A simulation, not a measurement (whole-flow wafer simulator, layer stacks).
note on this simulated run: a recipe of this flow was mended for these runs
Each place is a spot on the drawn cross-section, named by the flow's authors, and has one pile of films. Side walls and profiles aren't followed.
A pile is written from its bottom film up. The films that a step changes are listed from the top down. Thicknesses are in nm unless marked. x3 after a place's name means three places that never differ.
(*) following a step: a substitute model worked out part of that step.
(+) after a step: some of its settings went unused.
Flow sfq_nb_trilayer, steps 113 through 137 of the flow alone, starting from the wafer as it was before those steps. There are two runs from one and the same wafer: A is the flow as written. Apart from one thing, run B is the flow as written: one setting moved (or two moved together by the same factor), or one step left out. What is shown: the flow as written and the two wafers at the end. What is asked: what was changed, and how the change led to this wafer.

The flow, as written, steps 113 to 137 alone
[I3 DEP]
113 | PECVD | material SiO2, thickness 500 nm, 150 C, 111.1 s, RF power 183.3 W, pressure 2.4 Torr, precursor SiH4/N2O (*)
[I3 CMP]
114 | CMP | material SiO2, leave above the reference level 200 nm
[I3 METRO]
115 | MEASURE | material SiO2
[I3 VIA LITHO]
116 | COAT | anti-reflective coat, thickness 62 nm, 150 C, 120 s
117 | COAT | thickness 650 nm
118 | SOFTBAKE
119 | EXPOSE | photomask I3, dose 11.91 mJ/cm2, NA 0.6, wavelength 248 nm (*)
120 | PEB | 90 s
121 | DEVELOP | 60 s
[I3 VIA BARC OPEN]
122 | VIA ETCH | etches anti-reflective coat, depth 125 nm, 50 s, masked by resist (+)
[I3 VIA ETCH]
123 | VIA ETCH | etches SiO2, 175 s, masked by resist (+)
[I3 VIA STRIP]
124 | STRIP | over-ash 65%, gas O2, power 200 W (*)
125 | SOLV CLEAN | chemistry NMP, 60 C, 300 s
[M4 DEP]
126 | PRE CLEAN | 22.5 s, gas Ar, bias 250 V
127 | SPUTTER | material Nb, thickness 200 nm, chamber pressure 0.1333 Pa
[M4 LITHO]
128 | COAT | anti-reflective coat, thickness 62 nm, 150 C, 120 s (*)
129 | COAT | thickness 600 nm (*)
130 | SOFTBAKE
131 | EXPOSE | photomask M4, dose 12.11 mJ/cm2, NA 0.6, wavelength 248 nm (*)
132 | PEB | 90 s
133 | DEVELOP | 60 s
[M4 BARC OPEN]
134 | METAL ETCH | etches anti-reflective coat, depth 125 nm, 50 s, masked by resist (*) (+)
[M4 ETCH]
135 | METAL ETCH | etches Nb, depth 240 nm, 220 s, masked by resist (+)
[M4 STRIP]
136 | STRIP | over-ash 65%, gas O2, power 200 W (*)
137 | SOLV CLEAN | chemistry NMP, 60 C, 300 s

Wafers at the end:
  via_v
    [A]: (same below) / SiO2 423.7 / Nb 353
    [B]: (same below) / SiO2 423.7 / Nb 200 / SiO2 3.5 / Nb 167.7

The reason: step 123, VIA ETCH: 127 s was run, whereas the flow has 175 s.

How this came from the change, step by step:
  123 | VIA ETCH | etches SiO2, 175 s, masked by resist (+)
      via_v: A SiO2 loses 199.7 (all of it), Nb loses 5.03 | B SiO2 loses 188.7
      field_l, v_sur, via_wl and 102 more: A KrF-resist-other-grade loses 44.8 | B KrF-resist-other-grade loses 32.5
  124 | STRIP | over-ash 65%, gas O2, power 200 W (*)
      field_l, v_sur, via_wl and 102 more: A KrF-resist-other-grade loses 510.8 (all of it), anti-reflective coat loses 62 (all of it) | B KrF-resist-other-grade loses 523.1 (all of it), anti-reflective coat loses 62 (all of it)
  126 | PRE CLEAN | 22.5 s, gas Ar, bias 250 V
      via_v: A Nb loses 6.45 | B SiO2 loses 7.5
  127 | SPUTTER | material Nb, thickness 200 nm, chamber pressure 0.1333 Pa
      via_v: A Nb gains 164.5 | B Nb gains 167.7 (new film)
  128 | COAT | anti-reflective coat, thickness 62 nm, 150 C, 120 s (*)
      via_wr: A anti-reflective coat gains 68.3 (new film) | B anti-reflective coat gains 66.2 (new film)
      via_sp: A anti-reflective coat gains 41.4 (new film) | B anti-reflective coat gains 38.9 (new film)
      (as well as at 3 more places)
  134 | METAL ETCH | etches anti-reflective coat, depth 125 nm, 50 s, masked by resist (*) (+)
      be: A anti-reflective coat loses 68.4 (all of it) | B anti-reflective coat loses 66.5 (all of it)
  136 | STRIP | over-ash 65%, gas O2, power 200 W (*)
      via_wr: A KrF-resist-other-grade loses 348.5 (all of it), anti-reflective coat loses 68.3 (all of it) | B KrF-resist-other-grade loses 350.2 (all of it), anti-reflective coat loses 66.2 (all of it)
      via_sp: A KrF-resist-other-grade loses 364.7 (all of it), anti-reflective coat loses 41.4 (all of it) | B KrF-resist-other-grade loses 366.8 (all of it), anti-reflective coat loses 38.9 (all of it)
      (as well as at 2 more places)
With metal films that touch counted as one body, via_v has 4 bodies (between them, from the top down: SiO2 3.5; SiO2 423.7; SiO2 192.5); the flow as written gives 3 bodies (between them, from the top down: SiO2 423.7; SiO2 192.5).
